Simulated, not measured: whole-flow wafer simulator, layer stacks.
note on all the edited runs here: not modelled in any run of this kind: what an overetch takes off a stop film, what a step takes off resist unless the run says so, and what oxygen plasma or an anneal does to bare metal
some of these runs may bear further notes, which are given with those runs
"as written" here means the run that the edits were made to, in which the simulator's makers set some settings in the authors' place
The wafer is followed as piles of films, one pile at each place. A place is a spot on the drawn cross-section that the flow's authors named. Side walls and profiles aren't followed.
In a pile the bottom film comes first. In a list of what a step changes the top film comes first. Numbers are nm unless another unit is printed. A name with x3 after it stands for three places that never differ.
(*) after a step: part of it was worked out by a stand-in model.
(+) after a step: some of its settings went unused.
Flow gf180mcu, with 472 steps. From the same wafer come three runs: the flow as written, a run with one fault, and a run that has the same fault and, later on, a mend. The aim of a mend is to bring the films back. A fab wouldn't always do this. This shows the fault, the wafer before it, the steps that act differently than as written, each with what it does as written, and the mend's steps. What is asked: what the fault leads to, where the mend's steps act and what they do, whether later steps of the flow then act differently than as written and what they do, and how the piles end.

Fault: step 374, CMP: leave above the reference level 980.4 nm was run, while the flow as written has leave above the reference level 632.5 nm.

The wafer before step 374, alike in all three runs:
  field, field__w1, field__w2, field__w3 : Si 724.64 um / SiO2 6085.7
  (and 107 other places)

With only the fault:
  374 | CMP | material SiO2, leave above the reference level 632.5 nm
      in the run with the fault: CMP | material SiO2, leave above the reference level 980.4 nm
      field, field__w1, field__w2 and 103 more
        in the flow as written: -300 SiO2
        in the run with the fault: nothing
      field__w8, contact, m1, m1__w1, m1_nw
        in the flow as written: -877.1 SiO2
        in the run with the fault: -529.2 SiO2
  Later steps of the flow acting differently than as written (not shown: 9 more steps that differ only slightly, by at most 2% or 0.5 nm, whichever is larger):
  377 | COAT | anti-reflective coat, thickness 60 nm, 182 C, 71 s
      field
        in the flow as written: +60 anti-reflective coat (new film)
        in the run with the fault: +79.1 anti-reflective coat (new film)
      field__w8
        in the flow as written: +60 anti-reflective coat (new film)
        in the run with the fault: +33.4 anti-reflective coat (new film)
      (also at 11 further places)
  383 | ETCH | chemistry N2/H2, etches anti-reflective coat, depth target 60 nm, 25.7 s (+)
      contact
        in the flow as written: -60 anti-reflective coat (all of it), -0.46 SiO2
        in the run with the fault: -35.5 anti-reflective coat (all of it), -1.09 SiO2
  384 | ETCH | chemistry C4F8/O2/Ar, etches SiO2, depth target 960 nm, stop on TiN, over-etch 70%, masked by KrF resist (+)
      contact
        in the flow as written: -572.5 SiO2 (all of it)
        in the run with the fault: -919.7 SiO2 (all of it)
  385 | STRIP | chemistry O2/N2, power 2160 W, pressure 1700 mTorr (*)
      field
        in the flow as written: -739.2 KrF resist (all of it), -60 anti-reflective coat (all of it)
        in the run with the fault: -729.9 KrF resist (all of it), -79.1 anti-reflective coat (all of it)
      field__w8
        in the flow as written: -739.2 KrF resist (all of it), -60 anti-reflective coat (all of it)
        in the run with the fault: -734.4 KrF resist (all of it), -33.4 anti-reflective coat (all of it)
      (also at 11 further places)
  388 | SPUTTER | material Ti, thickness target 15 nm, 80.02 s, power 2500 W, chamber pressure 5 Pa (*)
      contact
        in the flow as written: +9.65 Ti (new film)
        in the run with the fault: +8.11 Ti (new film)
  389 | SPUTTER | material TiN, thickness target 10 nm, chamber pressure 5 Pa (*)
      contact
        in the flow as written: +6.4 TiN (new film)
        in the run with the fault: +5.38 TiN (new film)
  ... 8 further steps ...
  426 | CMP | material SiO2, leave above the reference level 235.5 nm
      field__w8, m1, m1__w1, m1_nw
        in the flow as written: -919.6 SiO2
        in the run with the fault: -965.7 SiO2
  The piles end different from the flow's at field, field__w1, field__w2 and 109 more by more than 2% or 0.5 nm, whichever is larger.
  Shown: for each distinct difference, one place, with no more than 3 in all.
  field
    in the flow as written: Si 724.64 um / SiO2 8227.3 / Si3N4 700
    in the run with the fault: Si 724.64 um / SiO2 8527.3 / Si3N4 700
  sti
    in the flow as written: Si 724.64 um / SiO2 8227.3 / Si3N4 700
    in the run with the fault: Si 724.64 um / SiO2 8527.2 / Si3N4 700
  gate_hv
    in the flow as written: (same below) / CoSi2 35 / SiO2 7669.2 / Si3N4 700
    in the run with the fault: (same below) / CoSi2 35 / SiO2 7969.1 / Si3N4 700

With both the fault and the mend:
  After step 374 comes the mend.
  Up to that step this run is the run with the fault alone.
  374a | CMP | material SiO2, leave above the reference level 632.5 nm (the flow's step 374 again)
      field, field__w1, field__w2 and 103 more
        -300 SiO2
      field__w8, contact, m1, m1__w1, m1_nw
        -347.9 SiO2
  Every later step of the flow that is run acts as written at every place that is followed.
  At every place that both follow, the piles at the end match the flow's.
